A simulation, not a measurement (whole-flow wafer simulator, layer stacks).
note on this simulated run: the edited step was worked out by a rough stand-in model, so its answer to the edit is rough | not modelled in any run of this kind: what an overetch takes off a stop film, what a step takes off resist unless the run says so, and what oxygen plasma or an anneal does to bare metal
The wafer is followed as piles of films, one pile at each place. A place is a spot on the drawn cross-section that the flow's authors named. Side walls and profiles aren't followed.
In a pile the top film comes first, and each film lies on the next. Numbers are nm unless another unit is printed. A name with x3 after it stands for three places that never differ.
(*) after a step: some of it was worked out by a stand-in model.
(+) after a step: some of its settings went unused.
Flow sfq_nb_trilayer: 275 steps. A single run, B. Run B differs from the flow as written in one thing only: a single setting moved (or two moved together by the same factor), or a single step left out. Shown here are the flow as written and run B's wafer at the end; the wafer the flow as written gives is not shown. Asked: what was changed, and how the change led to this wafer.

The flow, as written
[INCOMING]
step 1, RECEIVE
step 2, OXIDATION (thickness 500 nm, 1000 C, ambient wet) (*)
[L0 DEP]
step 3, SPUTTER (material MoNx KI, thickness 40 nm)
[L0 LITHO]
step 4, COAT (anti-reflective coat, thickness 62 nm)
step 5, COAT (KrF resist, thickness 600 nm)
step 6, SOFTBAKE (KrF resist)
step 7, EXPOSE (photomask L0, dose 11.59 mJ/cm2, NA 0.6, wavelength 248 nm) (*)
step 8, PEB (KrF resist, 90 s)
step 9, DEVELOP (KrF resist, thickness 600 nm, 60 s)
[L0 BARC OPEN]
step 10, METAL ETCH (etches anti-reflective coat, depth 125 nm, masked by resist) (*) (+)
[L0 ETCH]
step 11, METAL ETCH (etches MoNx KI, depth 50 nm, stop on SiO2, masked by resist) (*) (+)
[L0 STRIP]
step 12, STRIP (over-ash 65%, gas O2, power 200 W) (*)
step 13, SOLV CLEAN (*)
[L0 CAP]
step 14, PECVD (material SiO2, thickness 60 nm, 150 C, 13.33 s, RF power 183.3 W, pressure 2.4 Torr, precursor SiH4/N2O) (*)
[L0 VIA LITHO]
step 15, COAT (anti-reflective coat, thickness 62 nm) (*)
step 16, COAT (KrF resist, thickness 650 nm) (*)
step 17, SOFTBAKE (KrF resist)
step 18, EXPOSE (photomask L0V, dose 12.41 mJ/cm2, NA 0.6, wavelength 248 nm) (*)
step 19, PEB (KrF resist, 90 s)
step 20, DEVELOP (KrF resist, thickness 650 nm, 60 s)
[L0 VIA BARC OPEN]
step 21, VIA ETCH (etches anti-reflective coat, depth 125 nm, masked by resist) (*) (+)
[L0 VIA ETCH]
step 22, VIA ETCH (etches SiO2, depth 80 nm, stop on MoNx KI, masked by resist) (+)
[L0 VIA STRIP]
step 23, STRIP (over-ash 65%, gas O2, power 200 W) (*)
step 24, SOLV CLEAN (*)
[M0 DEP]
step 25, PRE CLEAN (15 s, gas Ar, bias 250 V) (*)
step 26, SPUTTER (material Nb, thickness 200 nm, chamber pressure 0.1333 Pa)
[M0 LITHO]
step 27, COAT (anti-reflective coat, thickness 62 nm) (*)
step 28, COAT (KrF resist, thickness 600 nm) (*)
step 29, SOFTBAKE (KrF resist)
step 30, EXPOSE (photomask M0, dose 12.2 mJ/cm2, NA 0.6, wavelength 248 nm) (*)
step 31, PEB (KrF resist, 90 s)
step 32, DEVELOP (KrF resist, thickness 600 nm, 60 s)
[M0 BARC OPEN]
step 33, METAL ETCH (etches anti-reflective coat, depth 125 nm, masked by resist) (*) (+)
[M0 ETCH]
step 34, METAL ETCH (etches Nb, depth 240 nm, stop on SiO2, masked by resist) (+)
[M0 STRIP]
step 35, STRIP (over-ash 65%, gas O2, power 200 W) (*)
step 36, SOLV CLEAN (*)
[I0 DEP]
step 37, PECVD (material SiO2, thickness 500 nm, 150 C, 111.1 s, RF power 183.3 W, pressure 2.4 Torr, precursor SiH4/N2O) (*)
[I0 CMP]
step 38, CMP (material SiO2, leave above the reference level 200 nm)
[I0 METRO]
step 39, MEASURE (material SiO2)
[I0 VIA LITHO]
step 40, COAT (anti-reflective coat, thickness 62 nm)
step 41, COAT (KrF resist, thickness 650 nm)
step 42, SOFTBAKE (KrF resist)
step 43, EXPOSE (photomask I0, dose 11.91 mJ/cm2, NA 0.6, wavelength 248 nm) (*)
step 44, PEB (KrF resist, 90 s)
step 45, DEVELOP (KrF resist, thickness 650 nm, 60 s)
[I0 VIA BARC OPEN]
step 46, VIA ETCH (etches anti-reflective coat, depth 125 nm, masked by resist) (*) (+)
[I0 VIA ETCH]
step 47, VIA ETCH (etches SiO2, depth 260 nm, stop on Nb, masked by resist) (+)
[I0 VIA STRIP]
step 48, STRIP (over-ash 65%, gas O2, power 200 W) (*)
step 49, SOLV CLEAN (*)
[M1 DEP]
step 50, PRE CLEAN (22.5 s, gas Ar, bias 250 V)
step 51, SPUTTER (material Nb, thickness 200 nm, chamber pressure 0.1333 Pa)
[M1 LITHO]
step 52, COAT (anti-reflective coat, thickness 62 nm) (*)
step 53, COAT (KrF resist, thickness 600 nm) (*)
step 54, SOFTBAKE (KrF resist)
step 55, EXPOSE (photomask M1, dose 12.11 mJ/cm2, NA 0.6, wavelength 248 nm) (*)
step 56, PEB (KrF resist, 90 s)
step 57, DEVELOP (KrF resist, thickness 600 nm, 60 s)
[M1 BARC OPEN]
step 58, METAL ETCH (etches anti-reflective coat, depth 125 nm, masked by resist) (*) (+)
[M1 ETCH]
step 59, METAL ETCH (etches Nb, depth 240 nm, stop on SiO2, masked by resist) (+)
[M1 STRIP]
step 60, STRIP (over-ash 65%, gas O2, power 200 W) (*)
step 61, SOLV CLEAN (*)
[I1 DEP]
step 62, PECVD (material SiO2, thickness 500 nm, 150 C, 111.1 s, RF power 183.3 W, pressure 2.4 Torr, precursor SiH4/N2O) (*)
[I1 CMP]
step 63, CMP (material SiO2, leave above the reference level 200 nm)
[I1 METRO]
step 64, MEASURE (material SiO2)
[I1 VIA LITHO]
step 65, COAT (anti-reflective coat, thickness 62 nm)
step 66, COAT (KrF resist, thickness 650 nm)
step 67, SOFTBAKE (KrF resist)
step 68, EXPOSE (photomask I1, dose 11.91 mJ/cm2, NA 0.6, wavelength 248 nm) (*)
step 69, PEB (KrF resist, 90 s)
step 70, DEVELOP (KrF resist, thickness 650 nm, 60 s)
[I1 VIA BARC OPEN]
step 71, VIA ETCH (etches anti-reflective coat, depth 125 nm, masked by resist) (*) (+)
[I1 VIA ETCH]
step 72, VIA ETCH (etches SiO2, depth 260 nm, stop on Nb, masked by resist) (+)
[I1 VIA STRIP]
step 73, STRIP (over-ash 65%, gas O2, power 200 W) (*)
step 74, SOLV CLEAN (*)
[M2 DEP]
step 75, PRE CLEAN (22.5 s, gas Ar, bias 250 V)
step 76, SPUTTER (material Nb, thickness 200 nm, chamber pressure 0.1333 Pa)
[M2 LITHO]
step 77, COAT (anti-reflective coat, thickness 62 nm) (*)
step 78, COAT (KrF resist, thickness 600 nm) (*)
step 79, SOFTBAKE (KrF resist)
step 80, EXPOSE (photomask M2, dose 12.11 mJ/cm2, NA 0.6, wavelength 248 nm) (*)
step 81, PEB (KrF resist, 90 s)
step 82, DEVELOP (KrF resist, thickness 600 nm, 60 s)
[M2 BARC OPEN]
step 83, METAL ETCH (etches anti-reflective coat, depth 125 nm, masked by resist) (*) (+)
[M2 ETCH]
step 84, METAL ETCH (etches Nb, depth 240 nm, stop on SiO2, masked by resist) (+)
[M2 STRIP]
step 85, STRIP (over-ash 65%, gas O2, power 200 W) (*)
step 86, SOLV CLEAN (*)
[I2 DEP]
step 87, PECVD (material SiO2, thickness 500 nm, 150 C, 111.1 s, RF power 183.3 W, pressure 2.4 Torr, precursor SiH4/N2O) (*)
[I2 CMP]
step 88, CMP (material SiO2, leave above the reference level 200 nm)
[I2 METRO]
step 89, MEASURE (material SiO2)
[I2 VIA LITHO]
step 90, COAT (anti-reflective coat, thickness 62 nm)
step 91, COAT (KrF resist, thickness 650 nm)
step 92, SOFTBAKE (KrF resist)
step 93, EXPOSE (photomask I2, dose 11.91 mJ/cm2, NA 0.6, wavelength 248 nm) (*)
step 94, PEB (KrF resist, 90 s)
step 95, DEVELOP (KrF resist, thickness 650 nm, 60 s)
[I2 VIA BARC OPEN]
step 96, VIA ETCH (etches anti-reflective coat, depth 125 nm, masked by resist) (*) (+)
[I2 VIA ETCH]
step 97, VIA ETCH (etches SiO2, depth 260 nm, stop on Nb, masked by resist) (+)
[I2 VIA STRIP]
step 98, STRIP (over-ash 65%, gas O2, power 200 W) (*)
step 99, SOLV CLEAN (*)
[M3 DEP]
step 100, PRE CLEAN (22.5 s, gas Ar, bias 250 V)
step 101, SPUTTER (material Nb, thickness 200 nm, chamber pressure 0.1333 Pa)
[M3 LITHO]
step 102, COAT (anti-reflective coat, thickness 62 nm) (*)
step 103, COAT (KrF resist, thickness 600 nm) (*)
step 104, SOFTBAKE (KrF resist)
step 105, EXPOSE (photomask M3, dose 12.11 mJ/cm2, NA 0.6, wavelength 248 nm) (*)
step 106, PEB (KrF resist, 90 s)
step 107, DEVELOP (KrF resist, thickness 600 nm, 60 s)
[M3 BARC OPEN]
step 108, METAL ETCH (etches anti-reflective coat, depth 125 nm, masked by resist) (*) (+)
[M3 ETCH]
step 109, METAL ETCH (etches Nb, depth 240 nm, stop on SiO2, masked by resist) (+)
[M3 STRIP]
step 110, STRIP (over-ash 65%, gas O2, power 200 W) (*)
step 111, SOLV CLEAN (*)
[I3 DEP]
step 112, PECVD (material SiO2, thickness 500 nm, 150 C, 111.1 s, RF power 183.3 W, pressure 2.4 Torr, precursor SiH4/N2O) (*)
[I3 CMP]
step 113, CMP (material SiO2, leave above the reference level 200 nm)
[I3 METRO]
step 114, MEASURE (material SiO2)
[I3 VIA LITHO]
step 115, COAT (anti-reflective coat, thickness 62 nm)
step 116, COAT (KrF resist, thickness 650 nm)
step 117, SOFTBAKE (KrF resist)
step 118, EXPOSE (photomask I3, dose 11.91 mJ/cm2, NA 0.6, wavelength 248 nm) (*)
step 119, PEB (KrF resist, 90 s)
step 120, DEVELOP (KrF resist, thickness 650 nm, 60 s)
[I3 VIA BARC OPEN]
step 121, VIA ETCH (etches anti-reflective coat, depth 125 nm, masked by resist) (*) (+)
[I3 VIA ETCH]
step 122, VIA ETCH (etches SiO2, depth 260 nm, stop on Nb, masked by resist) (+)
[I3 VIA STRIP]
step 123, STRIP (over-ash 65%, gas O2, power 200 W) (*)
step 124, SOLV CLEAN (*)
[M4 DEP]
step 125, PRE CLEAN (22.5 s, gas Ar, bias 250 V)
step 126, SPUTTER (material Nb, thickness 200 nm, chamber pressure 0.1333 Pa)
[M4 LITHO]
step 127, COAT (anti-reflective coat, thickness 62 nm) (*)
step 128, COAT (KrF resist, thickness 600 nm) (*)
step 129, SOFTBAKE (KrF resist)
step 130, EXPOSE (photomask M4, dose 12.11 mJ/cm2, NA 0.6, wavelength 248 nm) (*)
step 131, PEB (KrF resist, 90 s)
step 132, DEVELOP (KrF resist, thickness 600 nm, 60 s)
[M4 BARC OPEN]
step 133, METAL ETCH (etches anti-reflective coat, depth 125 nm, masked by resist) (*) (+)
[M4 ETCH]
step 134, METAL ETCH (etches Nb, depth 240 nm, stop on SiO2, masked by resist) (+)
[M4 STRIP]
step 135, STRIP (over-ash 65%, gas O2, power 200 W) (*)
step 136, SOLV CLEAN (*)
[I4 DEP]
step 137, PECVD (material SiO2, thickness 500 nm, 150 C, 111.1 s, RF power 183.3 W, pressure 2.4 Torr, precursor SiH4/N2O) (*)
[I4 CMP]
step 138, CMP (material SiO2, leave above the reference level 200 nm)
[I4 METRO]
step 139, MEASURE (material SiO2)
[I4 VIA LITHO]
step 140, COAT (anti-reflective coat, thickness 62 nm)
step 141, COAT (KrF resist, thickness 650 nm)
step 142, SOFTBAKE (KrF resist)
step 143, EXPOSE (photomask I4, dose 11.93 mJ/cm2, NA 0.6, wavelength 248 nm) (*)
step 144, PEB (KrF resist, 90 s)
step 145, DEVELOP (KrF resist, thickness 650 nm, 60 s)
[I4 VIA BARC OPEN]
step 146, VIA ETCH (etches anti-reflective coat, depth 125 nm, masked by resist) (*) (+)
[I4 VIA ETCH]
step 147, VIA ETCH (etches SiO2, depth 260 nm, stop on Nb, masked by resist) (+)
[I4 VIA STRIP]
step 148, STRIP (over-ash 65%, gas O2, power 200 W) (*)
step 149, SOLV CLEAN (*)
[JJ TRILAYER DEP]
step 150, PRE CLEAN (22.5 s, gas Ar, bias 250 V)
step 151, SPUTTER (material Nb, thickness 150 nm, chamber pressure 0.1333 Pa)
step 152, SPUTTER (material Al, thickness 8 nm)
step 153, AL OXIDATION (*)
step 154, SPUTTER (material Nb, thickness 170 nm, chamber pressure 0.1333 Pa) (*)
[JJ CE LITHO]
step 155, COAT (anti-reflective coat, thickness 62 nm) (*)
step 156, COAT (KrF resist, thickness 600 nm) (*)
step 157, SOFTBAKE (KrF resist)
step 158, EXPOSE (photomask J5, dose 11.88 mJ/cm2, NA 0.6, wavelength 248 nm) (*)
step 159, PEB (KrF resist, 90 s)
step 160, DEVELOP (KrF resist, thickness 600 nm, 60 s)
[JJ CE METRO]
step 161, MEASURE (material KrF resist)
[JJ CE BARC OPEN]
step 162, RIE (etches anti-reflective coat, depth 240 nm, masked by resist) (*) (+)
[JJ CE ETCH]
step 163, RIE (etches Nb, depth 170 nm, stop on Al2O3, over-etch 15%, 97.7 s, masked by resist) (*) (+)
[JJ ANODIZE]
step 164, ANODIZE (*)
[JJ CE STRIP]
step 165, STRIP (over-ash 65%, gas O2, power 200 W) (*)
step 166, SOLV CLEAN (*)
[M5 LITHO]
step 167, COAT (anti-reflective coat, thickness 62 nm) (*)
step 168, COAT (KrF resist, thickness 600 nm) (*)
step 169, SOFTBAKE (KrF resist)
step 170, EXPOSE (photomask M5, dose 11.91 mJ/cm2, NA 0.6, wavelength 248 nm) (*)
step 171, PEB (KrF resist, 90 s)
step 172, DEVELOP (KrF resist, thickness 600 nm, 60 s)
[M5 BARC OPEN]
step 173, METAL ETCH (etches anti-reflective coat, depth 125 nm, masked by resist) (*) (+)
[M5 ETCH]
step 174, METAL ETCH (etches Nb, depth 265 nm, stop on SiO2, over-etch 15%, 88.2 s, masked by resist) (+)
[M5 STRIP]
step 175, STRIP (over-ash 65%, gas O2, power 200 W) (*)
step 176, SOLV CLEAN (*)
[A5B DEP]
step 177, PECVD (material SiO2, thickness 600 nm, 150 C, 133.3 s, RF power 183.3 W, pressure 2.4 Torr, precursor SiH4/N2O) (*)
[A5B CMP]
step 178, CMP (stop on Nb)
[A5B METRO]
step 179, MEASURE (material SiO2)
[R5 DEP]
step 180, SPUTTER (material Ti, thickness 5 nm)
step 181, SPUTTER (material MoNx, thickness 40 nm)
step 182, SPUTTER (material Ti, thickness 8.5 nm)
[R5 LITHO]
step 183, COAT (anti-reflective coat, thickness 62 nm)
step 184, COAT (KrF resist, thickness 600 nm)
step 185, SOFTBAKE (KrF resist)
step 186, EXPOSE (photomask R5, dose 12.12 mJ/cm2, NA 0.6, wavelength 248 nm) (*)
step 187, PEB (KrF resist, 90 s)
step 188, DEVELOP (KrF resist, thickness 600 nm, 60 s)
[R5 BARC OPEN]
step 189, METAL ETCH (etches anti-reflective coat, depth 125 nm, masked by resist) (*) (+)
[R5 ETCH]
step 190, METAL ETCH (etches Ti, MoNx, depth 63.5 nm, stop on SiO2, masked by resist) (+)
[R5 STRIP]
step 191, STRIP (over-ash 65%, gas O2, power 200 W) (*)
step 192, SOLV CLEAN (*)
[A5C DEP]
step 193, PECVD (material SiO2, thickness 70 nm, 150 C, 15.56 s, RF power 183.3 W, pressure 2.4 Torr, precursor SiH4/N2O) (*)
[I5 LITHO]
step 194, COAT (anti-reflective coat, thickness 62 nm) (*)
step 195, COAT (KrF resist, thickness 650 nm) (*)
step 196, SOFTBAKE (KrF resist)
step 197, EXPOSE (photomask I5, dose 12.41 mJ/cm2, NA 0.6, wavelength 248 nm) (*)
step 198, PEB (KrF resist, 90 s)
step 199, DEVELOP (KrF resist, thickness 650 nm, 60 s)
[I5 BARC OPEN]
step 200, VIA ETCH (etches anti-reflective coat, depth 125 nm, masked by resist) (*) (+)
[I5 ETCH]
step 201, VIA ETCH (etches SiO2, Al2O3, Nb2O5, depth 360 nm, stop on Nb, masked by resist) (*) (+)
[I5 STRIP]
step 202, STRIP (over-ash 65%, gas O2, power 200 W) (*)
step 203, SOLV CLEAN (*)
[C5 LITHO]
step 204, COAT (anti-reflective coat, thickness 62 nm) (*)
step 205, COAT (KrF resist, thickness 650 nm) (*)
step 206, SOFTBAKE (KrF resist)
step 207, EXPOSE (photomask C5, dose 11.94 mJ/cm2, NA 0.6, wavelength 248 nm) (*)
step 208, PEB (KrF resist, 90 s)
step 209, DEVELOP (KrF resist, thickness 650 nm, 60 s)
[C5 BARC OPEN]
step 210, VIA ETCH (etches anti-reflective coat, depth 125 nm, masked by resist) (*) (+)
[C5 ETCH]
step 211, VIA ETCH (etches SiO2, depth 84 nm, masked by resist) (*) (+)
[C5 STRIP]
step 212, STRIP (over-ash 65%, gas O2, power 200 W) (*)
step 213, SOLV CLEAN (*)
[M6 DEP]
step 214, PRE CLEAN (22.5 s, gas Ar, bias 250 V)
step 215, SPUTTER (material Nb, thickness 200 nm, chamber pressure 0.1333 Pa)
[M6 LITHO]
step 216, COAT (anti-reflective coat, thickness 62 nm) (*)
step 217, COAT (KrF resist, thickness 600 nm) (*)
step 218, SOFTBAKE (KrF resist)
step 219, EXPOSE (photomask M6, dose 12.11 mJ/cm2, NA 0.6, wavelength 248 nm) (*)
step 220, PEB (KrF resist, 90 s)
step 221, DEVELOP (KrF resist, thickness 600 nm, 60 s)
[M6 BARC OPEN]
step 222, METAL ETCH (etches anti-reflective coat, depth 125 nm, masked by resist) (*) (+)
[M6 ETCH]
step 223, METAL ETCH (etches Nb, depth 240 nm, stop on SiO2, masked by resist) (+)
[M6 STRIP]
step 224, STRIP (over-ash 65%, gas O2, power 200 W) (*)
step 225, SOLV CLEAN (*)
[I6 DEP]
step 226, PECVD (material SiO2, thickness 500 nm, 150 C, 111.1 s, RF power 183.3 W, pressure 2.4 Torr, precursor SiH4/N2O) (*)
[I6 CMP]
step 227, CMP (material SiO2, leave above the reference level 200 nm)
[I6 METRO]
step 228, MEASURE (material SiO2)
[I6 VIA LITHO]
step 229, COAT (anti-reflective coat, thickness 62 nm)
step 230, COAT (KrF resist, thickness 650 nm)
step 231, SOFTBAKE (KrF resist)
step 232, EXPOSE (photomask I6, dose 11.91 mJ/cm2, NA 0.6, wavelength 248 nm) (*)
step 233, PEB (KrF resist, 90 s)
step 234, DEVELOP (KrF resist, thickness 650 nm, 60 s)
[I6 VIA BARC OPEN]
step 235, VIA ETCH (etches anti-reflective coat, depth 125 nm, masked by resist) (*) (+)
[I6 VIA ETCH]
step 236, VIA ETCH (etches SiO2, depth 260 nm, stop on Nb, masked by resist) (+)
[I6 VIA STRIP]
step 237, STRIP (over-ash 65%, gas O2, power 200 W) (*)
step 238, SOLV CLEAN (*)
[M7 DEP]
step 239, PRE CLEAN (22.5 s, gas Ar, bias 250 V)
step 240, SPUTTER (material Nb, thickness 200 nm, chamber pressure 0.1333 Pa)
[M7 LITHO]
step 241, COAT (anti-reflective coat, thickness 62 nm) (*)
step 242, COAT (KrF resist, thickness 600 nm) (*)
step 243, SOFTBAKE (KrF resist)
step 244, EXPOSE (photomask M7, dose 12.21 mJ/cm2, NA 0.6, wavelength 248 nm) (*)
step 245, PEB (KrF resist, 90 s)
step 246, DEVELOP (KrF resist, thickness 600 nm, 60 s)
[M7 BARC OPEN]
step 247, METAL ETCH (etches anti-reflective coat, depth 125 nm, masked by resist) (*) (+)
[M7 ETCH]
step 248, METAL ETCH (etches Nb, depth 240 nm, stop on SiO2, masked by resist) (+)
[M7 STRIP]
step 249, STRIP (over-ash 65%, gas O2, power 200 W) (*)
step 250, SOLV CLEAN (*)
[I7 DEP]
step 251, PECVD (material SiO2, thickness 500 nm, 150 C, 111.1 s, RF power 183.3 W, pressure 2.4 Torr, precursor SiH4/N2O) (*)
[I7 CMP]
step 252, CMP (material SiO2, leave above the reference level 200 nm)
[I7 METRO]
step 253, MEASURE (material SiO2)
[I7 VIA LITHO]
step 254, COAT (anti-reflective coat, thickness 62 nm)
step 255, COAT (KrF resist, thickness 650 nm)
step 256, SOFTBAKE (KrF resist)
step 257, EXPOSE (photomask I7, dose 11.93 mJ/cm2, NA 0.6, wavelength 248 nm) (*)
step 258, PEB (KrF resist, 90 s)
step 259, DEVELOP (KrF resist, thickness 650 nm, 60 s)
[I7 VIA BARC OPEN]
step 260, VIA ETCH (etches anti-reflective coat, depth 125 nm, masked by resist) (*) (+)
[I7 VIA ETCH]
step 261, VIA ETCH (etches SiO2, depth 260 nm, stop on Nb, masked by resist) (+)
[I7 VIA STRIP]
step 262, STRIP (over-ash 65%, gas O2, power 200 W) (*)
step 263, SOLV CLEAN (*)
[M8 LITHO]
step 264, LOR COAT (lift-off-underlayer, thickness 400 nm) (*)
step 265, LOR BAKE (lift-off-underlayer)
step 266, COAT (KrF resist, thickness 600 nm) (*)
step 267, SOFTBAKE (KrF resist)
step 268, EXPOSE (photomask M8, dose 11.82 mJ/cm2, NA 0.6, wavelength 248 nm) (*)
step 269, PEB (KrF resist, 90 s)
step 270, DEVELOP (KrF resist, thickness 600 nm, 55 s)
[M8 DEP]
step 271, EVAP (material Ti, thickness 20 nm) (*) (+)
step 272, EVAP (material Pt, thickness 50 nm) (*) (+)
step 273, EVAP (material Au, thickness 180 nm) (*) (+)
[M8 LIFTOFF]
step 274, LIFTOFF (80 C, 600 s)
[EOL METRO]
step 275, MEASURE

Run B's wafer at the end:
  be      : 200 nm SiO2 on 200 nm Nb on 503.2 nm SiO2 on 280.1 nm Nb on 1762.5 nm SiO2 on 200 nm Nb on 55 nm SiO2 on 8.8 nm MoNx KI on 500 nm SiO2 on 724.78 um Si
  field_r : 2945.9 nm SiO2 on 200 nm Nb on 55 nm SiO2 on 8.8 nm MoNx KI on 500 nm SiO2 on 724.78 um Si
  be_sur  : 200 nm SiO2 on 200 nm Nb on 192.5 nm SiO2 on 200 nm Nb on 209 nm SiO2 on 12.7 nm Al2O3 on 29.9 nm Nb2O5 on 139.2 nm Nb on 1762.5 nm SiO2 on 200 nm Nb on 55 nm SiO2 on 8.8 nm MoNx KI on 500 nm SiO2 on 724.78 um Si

Cause: step 11, METAL ETCH: depth 31.2 nm was run, while the flow as written has depth 50 nm.

How this came from the change, step by step:
  step 11, METAL ETCH (etches MoNx KI, depth 50 nm, stop on SiO2, masked by resist) (*) (+)
      v_sur, via_wl, via_w and 97 more: -31.2 MoNx KI (in the flow as written it would be: -40 MoNx KI (all of it))
      field_l, l0_sur, l0v, l0r_line_l, l0r_line_c, l0r_line_r: -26 KrF resist (in the flow as written it would be: -41.7 KrF resist)
  step 12, STRIP (over-ash 65%, gas O2, power 200 W) (*)
      field_l, l0_sur, l0v, l0r_line_l, l0r_line_c, l0r_line_r: -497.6 KrF resist (all of it), -62 anti-reflective coat (all of it) (in the flow as written it would be: -481.9 KrF resist (all of it), -62 anti-reflective coat (all of it))
  step 14, PECVD (material SiO2, thickness 60 nm, 150 C, 13.33 s, RF power 183.3 W, pressure 2.4 Torr, precursor SiH4/N2O) (*)
      v_sur, via_wl, via_w and 97 more: +60 SiO2 (new film) (in the flow as written it would be: +60 SiO2)
  step 15, COAT (anti-reflective coat, thickness 62 nm) (*)
      v_sur: +70 anti-reflective coat (new film) (in the flow as written it would be: +72.2 anti-reflective coat (new film))
      l0_sur: +55.8 anti-reflective coat (new film) (in the flow as written it would be: +54.2 anti-reflective coat (new film))
      (also at 1 further place)
  step 23, STRIP (over-ash 65%, gas O2, power 200 W) (*)
      v_sur: -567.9 KrF resist (all of it), -70 anti-reflective coat (all of it) (in the flow as written it would be: -570.5 KrF resist (all of it), -72.2 anti-reflective coat (all of it))
      l0_sur: -554.4 KrF resist (all of it), -55.8 anti-reflective coat (all of it) (in the flow as written it would be: -552.8 KrF resist (all of it), -54.2 anti-reflective coat (all of it))
      (also at 1 further place)
  step 27, COAT (anti-reflective coat, thickness 62 nm) (*)
      v_sur: +70.1 anti-reflective coat (new film) (in the flow as written it would be: +72.3 anti-reflective coat (new film))
      lsp_r: +66.4 anti-reflective coat (new film) (in the flow as written it would be: +67.8 anti-reflective coat (new film))
      (also at 2 further places)
  step 35, STRIP (over-ash 65%, gas O2, power 200 W) (*)
      v_sur: -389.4 KrF resist (all of it), -70.1 anti-reflective coat (all of it) (in the flow as written it would be: -391.6 KrF resist (all of it), -72.3 anti-reflective coat (all of it))
      lsp_r: -387.2 KrF resist (all of it), -66.4 anti-reflective coat (all of it) (in the flow as written it would be: -389.8 KrF resist (all of it), -67.8 anti-reflective coat (all of it))
      (also at 2 further places)
  step 38, CMP (material SiO2, leave above the reference level 200 nm)
      field_l, l0_sur, l0r_line_l, l0r_line_c, l0r_line_r: -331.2 SiO2 (in the flow as written it would be: -340 SiO2)
      l0v: -269 SiO2 (in the flow as written it would be: -277.8 SiO2)
Taking metal films that touch as one body, be has 4 bodies (between them, from the top down: SiO2 503.2; SiO2 1762.5; SiO2 55); the flow as written gives 3 bodies (between them, from the top down: SiO2 503.2; SiO2 1762.5).
Taking metal films that touch as one body, field_r has 2 bodies (between them, from the top down: SiO2 55); the flow as written gives 1 body.
Taking metal films that touch as one body, be_sur has 5 bodies (between them, from the top down: SiO2 192.5; SiO2 209 / Al2O3 12.7 / Nb2O5 29.9; SiO2 1762.5; SiO2 55); the flow as written gives 4 bodies (between them, from the top down: SiO2 192.5; SiO2 209 / Al2O3 12.7 / Nb2O5 29.9; SiO2 1762.5).
